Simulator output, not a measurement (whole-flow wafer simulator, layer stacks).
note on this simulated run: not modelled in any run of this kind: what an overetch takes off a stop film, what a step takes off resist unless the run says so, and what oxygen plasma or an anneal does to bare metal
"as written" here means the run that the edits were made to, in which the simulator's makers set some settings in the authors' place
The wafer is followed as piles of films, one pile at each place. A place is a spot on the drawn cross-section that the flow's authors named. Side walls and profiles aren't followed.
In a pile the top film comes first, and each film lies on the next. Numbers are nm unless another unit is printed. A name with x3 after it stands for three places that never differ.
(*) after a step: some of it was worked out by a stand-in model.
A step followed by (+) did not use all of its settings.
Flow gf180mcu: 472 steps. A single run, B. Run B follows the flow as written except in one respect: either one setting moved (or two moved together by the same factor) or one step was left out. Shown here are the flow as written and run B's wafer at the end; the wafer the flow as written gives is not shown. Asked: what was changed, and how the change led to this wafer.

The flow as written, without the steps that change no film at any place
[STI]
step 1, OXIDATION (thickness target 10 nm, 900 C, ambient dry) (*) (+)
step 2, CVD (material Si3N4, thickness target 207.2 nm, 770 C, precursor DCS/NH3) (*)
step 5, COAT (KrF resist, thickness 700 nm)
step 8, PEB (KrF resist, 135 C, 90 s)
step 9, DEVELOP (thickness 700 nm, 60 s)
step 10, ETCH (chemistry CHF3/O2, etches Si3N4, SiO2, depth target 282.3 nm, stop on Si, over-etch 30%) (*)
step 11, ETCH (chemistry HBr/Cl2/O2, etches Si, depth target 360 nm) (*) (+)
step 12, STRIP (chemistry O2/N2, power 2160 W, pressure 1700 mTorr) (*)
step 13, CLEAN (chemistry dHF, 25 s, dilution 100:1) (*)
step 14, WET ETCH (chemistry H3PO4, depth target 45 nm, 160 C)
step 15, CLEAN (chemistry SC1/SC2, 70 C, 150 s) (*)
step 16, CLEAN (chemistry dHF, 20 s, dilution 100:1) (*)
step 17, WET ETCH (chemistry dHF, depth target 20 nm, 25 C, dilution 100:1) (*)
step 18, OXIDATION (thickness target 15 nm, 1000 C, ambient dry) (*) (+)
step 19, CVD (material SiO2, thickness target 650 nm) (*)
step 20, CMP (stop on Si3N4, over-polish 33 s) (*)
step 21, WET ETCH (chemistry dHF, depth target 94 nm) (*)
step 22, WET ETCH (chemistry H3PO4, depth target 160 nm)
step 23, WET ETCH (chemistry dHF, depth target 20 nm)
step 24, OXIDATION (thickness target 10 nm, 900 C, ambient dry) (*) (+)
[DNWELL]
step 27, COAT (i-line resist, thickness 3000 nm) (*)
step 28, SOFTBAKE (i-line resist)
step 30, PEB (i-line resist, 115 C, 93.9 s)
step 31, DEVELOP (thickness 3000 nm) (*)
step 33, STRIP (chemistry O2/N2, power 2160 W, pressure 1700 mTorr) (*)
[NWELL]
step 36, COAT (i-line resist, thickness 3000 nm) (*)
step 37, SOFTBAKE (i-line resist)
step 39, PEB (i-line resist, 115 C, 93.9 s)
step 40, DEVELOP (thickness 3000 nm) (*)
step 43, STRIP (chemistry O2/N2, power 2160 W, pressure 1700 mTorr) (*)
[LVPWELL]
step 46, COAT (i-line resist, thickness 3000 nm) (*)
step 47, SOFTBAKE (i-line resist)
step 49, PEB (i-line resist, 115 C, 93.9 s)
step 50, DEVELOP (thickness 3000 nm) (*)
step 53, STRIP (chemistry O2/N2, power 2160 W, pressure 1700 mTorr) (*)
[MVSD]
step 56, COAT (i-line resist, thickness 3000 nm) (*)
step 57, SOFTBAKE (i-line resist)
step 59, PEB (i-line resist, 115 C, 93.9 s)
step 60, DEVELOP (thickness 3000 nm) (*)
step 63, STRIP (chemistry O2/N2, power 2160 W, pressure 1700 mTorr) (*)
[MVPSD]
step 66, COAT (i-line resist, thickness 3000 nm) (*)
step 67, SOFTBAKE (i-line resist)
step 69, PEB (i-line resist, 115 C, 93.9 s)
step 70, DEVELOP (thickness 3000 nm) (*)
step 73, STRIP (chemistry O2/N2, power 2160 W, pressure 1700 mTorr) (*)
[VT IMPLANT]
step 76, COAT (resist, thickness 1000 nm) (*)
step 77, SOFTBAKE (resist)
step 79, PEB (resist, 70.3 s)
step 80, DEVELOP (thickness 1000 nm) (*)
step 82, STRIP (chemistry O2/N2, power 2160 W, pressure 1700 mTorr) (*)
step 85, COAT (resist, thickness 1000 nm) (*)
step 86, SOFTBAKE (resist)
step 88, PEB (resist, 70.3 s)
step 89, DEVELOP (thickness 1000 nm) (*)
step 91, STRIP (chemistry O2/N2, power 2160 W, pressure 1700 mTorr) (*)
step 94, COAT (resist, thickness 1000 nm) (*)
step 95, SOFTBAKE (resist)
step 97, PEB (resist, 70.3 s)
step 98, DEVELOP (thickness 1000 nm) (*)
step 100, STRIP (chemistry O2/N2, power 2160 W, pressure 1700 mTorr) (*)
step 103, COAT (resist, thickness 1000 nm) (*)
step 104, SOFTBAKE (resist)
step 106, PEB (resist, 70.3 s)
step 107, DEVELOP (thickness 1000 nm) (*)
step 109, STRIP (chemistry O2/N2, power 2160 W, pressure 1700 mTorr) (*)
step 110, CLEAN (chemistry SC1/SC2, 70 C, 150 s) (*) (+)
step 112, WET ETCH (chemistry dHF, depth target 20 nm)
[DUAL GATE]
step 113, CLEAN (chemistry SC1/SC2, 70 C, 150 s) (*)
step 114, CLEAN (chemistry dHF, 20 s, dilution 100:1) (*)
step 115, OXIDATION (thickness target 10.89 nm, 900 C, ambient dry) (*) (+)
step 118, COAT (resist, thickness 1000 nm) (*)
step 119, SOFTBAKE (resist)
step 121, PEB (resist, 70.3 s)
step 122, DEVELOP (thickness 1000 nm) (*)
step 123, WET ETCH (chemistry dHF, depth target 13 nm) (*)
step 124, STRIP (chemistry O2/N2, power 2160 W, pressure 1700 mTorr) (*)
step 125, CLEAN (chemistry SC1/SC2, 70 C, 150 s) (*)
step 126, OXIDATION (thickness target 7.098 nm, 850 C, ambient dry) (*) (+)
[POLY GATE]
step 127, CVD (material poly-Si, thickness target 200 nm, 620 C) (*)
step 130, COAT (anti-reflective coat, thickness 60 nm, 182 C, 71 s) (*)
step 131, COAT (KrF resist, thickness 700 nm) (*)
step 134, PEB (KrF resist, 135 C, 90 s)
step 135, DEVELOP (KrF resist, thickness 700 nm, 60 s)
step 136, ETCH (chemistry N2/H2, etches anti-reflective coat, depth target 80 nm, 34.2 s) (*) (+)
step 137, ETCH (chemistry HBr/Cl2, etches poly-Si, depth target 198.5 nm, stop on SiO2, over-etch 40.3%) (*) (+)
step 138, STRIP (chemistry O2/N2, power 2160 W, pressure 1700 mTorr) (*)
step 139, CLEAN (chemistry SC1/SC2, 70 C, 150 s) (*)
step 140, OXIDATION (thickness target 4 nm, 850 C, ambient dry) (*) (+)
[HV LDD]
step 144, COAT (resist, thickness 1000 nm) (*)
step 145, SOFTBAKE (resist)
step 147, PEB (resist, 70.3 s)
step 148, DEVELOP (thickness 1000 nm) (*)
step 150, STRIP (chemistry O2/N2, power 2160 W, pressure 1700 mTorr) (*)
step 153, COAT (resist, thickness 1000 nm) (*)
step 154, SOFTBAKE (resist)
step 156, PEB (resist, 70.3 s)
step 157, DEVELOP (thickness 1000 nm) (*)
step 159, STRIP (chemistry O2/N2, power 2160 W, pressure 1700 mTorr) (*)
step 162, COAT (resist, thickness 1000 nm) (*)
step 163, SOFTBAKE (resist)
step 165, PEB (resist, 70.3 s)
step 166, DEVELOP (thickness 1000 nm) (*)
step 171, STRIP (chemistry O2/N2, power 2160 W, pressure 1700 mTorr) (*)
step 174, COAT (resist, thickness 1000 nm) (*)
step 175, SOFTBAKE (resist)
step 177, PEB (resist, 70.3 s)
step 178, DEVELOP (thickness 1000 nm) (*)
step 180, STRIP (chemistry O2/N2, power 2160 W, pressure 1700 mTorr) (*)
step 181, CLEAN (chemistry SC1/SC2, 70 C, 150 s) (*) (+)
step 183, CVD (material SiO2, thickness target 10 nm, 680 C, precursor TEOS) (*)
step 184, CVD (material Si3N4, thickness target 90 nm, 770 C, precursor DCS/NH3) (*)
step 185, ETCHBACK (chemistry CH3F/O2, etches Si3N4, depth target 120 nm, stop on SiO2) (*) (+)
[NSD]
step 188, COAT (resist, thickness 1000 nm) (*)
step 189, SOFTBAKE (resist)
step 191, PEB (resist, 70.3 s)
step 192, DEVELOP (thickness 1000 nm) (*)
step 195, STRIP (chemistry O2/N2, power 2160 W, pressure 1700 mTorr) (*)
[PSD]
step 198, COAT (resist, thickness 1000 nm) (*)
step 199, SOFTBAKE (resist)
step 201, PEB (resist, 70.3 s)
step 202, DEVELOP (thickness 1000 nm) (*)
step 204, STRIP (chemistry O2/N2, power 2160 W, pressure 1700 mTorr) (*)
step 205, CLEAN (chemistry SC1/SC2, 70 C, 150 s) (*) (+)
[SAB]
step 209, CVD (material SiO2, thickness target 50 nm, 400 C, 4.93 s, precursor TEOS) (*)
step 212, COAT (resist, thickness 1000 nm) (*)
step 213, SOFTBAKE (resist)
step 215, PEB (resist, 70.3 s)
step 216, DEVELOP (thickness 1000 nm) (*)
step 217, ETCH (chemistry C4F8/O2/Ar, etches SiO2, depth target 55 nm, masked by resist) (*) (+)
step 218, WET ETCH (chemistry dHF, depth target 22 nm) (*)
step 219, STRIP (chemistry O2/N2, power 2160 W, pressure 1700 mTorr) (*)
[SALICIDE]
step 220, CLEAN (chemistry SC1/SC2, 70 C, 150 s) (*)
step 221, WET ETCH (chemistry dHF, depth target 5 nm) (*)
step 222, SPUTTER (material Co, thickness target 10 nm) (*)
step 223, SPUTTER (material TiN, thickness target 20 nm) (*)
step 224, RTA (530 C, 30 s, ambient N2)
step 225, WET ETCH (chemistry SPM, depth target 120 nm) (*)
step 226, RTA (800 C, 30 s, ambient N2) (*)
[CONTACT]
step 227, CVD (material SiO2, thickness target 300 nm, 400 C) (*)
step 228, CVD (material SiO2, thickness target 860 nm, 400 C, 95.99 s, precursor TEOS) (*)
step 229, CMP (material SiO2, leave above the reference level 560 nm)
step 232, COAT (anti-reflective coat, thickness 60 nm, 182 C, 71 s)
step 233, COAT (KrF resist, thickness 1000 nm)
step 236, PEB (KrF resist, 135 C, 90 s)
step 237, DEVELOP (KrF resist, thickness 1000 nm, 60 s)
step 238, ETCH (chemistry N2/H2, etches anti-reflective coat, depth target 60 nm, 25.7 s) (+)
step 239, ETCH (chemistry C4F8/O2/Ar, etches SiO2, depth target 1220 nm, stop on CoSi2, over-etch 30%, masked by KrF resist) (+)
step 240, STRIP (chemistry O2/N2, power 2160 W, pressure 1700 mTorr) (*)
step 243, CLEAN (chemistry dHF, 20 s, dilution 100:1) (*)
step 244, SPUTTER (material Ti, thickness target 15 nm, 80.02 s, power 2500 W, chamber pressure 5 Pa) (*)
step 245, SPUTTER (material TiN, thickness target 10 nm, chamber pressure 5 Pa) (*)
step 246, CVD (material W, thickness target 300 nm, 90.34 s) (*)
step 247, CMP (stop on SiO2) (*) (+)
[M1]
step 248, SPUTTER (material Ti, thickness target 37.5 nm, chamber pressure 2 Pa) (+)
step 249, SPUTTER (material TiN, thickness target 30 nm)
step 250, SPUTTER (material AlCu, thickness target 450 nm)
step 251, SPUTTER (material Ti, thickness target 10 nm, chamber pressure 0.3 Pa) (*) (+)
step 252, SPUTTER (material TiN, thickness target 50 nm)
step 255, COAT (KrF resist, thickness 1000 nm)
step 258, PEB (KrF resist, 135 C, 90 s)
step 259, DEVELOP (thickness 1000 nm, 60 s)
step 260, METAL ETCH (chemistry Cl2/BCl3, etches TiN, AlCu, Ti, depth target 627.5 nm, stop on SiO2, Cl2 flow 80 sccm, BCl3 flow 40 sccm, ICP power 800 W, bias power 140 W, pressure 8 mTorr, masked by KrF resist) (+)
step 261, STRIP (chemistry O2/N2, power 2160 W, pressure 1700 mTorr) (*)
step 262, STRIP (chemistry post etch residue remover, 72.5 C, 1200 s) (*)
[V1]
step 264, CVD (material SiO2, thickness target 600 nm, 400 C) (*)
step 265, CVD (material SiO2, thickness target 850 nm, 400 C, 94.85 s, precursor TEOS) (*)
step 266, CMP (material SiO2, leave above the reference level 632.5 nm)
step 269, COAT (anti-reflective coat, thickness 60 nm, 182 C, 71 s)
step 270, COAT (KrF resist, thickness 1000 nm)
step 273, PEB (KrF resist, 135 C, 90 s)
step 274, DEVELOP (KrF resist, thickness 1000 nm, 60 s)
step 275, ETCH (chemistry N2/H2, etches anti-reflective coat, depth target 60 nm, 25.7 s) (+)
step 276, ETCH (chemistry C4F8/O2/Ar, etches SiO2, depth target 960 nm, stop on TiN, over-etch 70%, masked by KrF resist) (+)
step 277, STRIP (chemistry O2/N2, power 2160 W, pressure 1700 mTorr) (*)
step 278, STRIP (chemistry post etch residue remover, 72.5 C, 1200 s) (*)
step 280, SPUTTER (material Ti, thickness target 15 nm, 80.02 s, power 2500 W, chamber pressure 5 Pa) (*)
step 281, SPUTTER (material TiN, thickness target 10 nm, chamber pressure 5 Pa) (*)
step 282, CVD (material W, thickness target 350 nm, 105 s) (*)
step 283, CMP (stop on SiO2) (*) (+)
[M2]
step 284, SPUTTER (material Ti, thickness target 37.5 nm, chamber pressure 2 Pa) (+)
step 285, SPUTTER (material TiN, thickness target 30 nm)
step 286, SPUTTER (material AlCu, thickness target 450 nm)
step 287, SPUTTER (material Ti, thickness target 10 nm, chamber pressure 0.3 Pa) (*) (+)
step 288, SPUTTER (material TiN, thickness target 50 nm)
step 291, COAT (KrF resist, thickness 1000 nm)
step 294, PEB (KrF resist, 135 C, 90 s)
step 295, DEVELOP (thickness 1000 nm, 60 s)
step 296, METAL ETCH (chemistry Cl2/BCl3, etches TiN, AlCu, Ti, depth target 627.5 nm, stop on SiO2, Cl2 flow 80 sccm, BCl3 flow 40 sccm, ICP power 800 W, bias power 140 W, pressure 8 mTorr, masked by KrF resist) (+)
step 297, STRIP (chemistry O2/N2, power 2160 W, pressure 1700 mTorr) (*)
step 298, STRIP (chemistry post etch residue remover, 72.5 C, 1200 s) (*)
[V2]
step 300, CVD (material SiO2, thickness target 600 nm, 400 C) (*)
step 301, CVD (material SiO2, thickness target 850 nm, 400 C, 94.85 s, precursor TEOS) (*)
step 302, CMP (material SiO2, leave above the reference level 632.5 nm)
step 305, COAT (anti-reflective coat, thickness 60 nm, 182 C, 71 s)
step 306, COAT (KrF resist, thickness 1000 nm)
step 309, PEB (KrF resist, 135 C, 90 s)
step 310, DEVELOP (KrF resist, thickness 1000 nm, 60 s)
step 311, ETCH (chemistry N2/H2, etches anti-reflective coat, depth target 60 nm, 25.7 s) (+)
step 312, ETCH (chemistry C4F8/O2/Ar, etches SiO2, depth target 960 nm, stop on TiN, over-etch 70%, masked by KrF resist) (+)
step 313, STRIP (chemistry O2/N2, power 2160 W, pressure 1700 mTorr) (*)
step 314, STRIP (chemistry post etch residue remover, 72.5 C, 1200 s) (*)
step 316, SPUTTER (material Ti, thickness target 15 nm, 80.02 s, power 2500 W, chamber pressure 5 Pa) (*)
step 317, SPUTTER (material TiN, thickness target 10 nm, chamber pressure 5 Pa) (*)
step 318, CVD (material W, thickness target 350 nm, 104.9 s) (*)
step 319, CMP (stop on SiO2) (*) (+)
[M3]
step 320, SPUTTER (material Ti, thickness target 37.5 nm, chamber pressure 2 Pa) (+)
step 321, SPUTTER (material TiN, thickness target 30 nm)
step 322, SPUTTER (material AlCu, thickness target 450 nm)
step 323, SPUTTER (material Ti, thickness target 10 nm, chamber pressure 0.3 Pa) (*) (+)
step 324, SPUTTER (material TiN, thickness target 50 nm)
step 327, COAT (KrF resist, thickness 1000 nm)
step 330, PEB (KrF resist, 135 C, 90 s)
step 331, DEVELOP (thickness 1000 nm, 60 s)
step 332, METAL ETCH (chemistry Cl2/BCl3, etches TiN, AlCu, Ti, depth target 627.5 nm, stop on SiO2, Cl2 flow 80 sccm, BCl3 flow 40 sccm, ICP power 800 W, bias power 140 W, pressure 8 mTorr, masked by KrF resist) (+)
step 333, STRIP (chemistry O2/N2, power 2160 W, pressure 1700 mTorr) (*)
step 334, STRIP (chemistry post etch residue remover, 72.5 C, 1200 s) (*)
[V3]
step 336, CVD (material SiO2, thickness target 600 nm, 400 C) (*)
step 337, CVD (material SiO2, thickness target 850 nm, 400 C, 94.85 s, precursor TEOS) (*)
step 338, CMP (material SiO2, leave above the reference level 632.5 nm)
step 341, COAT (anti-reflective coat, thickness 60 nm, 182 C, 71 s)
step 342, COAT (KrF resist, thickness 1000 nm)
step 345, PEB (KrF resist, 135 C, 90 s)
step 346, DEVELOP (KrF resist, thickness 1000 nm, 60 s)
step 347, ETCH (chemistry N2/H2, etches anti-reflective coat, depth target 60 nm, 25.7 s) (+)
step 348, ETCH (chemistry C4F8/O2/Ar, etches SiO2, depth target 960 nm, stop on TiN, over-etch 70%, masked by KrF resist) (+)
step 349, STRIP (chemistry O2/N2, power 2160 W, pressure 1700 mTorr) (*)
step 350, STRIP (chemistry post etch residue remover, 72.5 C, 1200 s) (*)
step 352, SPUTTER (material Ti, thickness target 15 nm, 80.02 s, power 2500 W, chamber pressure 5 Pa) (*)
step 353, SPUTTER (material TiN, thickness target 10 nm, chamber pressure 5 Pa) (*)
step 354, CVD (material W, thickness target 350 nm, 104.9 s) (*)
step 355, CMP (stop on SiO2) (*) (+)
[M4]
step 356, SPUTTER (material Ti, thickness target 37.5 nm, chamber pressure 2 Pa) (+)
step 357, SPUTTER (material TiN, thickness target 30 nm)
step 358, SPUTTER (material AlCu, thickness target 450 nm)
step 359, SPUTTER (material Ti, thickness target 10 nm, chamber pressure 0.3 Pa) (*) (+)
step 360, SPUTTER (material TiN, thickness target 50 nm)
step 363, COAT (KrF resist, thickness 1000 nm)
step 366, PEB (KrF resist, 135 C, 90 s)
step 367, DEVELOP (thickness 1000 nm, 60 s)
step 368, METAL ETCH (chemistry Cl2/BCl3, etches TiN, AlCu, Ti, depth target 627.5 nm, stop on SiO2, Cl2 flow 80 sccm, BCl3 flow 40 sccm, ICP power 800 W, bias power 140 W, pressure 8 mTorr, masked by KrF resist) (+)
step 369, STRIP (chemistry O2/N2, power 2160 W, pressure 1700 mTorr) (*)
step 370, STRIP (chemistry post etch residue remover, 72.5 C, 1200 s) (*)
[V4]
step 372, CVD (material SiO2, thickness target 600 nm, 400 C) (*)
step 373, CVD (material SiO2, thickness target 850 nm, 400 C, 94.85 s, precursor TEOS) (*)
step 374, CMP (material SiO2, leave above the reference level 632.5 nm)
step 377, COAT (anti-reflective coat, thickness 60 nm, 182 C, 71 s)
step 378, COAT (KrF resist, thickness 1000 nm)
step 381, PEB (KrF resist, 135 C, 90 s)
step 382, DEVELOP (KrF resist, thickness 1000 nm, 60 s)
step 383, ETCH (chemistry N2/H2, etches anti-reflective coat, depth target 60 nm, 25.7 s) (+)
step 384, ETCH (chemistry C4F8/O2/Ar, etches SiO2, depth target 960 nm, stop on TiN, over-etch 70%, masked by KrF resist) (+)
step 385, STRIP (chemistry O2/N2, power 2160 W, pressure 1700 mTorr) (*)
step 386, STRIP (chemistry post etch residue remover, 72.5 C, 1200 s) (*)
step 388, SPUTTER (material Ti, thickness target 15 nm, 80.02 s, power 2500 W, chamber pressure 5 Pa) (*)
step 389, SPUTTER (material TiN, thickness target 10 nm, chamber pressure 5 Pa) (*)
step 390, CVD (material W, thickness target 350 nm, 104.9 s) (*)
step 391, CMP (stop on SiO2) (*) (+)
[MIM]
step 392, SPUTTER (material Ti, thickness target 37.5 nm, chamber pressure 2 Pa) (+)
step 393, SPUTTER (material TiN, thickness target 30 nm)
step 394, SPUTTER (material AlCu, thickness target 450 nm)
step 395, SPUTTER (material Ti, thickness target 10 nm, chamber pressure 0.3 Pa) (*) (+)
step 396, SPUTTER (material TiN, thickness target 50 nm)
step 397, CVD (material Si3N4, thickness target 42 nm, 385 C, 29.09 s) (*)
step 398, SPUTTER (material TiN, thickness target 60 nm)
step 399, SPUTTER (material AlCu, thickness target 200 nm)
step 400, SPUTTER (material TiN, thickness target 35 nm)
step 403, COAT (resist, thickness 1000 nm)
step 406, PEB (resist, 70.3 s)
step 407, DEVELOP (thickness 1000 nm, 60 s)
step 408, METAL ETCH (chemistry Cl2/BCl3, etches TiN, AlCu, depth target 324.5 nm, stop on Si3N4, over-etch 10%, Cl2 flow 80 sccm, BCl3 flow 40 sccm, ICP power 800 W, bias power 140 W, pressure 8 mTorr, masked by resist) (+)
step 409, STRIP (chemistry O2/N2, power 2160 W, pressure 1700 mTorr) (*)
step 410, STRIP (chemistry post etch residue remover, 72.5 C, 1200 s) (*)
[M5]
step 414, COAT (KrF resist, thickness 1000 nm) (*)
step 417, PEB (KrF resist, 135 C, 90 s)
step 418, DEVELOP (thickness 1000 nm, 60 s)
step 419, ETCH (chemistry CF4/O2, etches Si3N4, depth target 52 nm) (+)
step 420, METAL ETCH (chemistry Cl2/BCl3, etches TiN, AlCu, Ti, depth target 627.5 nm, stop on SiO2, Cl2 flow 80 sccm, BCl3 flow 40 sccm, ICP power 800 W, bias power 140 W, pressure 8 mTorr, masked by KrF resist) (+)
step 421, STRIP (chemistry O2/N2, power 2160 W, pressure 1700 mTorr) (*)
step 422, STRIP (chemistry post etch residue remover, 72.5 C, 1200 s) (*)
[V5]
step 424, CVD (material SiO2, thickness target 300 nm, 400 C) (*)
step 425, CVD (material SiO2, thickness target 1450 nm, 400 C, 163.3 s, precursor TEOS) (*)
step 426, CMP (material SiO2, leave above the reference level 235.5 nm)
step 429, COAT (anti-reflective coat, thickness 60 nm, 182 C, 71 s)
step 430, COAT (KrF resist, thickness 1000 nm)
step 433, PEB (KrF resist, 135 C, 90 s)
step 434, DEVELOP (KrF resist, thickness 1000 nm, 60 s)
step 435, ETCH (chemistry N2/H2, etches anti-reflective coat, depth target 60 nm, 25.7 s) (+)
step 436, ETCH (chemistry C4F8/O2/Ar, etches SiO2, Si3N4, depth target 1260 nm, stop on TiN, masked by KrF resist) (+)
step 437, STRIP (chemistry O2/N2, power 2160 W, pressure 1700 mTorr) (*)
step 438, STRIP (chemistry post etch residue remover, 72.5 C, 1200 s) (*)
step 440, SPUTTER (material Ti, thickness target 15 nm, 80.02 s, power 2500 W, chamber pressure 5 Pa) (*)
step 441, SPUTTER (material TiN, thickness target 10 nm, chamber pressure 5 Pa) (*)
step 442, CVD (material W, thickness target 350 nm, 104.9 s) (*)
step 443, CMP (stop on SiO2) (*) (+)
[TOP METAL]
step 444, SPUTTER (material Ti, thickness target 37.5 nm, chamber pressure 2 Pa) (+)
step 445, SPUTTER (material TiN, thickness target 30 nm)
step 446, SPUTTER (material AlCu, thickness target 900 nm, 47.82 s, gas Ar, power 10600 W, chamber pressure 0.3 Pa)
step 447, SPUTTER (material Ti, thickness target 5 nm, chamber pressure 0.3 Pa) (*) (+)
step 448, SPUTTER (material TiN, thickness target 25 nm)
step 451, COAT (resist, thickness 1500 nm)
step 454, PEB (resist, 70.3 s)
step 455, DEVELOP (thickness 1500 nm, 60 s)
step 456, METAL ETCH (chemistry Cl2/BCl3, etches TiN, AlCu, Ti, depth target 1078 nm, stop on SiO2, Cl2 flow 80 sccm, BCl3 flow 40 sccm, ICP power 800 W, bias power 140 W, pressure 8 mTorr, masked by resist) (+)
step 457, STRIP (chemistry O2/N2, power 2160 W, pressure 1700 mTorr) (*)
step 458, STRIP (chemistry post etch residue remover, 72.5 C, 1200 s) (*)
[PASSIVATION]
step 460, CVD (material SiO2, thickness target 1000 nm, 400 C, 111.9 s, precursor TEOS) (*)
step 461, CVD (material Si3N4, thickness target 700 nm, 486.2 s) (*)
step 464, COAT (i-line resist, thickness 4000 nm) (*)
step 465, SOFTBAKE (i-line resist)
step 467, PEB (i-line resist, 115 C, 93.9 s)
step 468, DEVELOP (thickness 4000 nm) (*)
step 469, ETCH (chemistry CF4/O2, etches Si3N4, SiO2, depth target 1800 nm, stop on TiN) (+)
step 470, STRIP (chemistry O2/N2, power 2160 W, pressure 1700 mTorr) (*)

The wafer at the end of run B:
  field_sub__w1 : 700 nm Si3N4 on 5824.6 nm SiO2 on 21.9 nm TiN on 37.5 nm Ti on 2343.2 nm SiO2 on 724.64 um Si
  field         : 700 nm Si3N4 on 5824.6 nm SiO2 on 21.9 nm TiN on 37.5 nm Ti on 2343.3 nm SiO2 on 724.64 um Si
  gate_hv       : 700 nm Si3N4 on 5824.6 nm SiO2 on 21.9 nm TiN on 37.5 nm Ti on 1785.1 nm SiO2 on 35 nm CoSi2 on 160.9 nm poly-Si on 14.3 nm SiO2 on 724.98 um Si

What caused this: step 296, METAL ETCH: depth target 517.7 nm was run, whereas the flow has depth target 627.5 nm.

The path from the change to this, step by step:
  step 296, METAL ETCH (chemistry Cl2/BCl3, etches TiN, AlCu, Ti, depth target 627.5 nm, stop on SiO2, Cl2 flow 80 sccm, BCl3 flow 40 sccm, ICP power 800 W, bias power 140 W, pressure 8 mTorr, masked by KrF resist) (+)
      field, field__w1, field__w2 and 103 more: TiN loses 50 (all of it), Ti loses 10 (all of it), AlCu loses 450 (all of it), TiN loses 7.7 (it would be, as written: TiN loses 50 (all of it), Ti loses 10 (all of it), AlCu loses 450 (all of it), TiN loses 30 (all of it), Ti loses 37.5 (all of it))
      field__w8, contact, m1, m1__w1, m1_nw: KrF resist loses 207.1 (it would be, as written: KrF resist loses 251)
  step 297, STRIP (chemistry O2/N2, power 2160 W, pressure 1700 mTorr) (*)
      field__w8, contact, m1, m1__w1, m1_nw: KrF resist loses 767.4 (all of it) (it would be, as written: KrF resist loses 723.5 (all of it))
  step 300, CVD (material SiO2, thickness target 600 nm, 400 C) (*)
      field, field__w1, field__w2 and 103 more: SiO2 gains 600 (new film) (it would be, as written: SiO2 gains 600)
  step 302, CMP (material SiO2, leave above the reference level 632.5 nm)
      field, field__w1, field__w2 and 103 more: SiO2 loses 359.4 (it would be, as written: SiO2 loses 300)
If metal films that touch count as one body, field_sub__w1 has 1 body; the flow as written gives 0 bodies.
If metal films that touch count as one body, field has 1 body; the flow as written gives 0 bodies.
If metal films that touch count as one body, gate_hv has 2 bodies (between them, from the top down: SiO2 1785.1); the flow as written gives 1 body.
